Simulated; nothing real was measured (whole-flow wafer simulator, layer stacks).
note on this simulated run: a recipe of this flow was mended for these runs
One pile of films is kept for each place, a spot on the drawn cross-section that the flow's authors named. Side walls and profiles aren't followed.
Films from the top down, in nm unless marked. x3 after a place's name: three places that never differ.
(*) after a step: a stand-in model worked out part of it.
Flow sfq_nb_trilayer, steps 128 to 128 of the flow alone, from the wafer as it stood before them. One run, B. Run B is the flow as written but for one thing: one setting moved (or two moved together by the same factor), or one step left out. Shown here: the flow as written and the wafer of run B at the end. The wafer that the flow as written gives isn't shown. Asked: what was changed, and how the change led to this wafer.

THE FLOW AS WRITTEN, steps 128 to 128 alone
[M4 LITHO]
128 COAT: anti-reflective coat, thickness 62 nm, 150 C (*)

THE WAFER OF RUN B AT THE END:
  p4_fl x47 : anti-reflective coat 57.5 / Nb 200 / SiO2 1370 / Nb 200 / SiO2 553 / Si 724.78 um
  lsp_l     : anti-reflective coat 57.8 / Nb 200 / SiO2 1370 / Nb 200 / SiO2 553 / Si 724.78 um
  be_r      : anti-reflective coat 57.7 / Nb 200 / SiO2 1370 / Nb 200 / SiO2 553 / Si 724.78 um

The cause: step 128, COAT: thickness 57.5 nm was run, where the flow has thickness 62 nm.
It can be read off the wafer: p4_fl x47 has anti-reflective coat 57.5, and step 128 as written asks for 62 nm.

How the change led to this, step by step:
  128 COAT: anti-reflective coat, thickness 62 nm, 150 C (*)
      p4_fl x47, p4_w1 x9, wl_j_sl x15, wl_d_m1, l0r_line_l x3, m0r_space_l x2: anti-reflective coat +57.5 (new film) (as written it would be: anti-reflective coat +62 (new film))
      lsp_l, ln_m5, lsp_m, ln_m6, lsp_r, l0_sur, l0v: anti-reflective coat +57.8 (new film) (as written it would be: anti-reflective coat +62.3 (new film))
      (and at 22 more places)
